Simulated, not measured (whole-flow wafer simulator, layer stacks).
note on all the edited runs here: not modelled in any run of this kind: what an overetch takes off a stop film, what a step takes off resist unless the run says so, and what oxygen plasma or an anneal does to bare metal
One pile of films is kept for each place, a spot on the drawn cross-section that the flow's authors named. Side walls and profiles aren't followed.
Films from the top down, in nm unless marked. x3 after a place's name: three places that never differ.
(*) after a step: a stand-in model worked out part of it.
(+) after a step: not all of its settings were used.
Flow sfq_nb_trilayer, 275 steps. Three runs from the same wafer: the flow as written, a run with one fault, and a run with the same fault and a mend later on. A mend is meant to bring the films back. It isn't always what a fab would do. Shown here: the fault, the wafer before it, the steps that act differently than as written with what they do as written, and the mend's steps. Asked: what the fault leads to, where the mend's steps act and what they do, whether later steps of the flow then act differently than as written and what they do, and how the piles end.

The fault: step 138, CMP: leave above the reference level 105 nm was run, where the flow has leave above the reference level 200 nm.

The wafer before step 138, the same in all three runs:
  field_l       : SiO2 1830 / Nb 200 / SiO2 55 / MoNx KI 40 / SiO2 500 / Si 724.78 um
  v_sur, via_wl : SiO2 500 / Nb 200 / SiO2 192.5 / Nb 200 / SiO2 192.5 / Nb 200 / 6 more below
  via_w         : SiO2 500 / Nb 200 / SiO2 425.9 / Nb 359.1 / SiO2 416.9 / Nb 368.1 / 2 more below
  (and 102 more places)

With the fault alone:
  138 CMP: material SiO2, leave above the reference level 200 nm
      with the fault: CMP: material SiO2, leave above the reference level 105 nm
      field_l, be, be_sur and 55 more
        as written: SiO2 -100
        with the fault: SiO2 -195
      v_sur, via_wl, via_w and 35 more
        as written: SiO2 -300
        with the fault: SiO2 -395
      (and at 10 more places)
  Later steps of the flow that act differently than as written (4 more steps differ only slightly, by at most 2% or 0.5 nm, whichever is larger, and aren't shown):
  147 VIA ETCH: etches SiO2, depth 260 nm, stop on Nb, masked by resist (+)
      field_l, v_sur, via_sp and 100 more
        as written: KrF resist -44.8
        with the fault: KrF resist -27.1
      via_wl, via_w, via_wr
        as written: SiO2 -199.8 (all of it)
        with the fault: SiO2 -104.8 (all of it)
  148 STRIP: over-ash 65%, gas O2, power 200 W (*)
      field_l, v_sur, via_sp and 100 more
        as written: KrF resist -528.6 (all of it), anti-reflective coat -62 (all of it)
        with the fault: KrF resist -546.3 (all of it), anti-reflective coat -62 (all of it)
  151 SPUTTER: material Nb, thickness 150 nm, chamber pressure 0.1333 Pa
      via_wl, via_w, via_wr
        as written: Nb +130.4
        with the fault: Nb +141.5
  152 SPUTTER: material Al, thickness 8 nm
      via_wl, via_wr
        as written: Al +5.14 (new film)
        with the fault: Al +6.27 (new film)
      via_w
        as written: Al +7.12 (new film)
        with the fault: Al +7.86 (new film)
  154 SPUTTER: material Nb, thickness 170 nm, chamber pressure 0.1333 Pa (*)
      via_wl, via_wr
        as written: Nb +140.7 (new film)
        with the fault: Nb +128.9 (new film)
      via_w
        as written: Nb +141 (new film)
        with the fault: Nb +167.6 (new film)
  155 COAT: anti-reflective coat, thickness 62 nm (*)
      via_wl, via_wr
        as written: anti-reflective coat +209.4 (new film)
        with the fault: anti-reflective coat +166 (new film)
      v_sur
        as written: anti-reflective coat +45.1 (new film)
        with the fault: anti-reflective coat +49.9 (new film)
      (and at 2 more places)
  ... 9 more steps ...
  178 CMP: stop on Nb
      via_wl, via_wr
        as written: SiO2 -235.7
        with the fault: SiO2 -341.5
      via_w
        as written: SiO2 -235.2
        with the fault: SiO2 -341.1
  At the end the piles differ from the flow's by more than 2% or 0.5 nm, whichever is larger, at field_l, v_sur, via_wl and 103 more.
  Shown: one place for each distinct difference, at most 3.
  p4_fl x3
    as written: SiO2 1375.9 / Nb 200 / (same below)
    with the fault: SiO2 1280.9 / Nb 200 / (same below)
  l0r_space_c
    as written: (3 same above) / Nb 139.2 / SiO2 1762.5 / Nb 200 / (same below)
    with the fault: (3 same above) / Nb 139.2 / SiO2 1667.5 / Nb 200 / (same below)
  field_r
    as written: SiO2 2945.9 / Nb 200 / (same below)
    with the fault: SiO2 2850.9 / Nb 200 / (same below)

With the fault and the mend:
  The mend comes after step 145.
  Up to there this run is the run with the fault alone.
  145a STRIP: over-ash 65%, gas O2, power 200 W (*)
      field_l, v_sur, via_sp and 100 more
        KrF resist -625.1 (all of it), anti-reflective coat -62 (all of it)
      via_wl, via_w, via_wr
        anti-reflective coat -62 (all of it)
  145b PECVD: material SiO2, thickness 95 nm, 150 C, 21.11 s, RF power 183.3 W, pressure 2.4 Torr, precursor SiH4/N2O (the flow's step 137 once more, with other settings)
      field_l, v_sur, via_wl and 103 more
        SiO2 +95
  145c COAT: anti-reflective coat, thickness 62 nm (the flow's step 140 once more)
      field_l, v_sur, via_wl and 103 more
        anti-reflective coat +62 (new film)
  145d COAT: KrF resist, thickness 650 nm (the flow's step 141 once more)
      field_l, v_sur, via_wl and 103 more
        KrF resist +650 (new film)
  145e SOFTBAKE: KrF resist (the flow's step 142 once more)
      changes no film at any place that is followed
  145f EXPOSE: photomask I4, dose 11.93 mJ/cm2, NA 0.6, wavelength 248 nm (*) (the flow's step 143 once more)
      changes no film at any place that is followed
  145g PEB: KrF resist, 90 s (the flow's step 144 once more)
      field_l, v_sur, via_wl and 103 more
        KrF resist -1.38
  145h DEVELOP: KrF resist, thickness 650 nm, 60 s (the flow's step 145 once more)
      field_l, v_sur, via_sp and 100 more
        KrF resist -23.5
      via_wl, via_w, via_wr
        KrF resist -648.6 (all of it)
  No later step of the flow acts differently than as written, at any place that is followed, by more than 2% or 0.5 nm, whichever is larger.
  At the end the piles are the same as the flow's at every place that both follow.
